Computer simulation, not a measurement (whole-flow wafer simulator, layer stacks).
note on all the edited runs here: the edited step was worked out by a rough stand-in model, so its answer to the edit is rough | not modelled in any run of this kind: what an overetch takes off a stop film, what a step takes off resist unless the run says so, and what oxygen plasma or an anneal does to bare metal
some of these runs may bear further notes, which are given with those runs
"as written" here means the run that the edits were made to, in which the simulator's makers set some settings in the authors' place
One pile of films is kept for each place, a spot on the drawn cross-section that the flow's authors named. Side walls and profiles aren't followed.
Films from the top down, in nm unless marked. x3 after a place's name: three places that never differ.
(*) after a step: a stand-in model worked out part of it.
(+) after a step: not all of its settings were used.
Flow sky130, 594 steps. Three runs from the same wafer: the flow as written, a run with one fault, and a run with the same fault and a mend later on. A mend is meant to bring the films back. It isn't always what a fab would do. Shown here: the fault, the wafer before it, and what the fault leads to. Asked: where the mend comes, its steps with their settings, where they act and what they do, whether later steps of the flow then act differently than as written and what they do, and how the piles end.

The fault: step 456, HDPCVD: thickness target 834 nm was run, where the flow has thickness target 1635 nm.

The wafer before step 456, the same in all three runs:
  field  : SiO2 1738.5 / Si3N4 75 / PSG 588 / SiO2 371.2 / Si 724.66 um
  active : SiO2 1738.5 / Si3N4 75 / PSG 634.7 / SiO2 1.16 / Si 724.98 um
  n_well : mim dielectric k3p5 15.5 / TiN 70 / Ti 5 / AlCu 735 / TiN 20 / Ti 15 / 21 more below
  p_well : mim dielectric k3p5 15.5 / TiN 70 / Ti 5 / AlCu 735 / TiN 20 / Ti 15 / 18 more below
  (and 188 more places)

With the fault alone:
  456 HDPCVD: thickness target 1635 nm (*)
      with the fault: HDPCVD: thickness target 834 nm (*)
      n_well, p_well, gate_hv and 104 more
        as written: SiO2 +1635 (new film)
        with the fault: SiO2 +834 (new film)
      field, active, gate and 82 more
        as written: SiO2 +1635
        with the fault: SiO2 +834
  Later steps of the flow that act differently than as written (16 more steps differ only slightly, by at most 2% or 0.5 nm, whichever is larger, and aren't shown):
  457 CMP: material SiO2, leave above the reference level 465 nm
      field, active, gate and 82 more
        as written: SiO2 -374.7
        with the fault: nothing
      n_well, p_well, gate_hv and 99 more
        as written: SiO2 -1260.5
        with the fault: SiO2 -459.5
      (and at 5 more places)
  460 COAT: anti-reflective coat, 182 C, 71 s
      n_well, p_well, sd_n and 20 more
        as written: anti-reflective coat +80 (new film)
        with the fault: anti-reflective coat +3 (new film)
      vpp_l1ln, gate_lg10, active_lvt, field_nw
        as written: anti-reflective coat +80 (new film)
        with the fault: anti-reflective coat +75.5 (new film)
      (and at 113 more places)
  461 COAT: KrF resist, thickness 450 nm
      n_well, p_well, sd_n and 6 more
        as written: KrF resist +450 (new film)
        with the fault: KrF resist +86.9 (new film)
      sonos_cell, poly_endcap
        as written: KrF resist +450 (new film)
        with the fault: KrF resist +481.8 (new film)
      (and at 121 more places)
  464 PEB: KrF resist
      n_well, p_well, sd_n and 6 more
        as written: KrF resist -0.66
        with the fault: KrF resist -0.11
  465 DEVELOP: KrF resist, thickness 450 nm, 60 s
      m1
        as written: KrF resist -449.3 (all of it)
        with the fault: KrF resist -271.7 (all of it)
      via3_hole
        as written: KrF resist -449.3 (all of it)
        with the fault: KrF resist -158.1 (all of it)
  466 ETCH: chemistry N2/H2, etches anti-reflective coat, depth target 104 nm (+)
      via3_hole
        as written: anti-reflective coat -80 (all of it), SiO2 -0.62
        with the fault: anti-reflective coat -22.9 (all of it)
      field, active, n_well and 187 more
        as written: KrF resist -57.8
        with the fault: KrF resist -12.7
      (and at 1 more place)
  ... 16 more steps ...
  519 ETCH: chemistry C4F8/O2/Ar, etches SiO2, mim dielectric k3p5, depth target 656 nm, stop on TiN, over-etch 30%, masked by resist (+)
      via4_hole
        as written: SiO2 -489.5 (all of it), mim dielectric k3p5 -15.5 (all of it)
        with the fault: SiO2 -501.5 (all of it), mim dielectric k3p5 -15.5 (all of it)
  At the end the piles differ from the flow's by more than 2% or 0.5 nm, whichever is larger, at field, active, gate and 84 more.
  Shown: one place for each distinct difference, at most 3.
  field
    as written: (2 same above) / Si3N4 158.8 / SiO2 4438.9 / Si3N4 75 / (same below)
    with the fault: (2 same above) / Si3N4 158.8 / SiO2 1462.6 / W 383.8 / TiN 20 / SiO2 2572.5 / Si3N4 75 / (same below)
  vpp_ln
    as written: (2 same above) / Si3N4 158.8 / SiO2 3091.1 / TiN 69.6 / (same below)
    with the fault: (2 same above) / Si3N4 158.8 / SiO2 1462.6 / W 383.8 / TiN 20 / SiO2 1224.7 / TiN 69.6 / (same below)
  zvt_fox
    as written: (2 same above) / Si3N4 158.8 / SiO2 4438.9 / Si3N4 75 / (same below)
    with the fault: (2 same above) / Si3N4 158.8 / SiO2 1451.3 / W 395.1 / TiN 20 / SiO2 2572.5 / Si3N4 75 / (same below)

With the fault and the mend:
  The mend comes after step 456.
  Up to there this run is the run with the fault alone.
  456a HDPCVD: thickness target 801 nm (*) (the flow's step 456 once more, with other settings)
      field, active, n_well and 189 more
        SiO2 +801
  No later step of the flow acts differently than as written at any place that is followed.
  At the end the piles are the same as the flow's at every place that both follow.
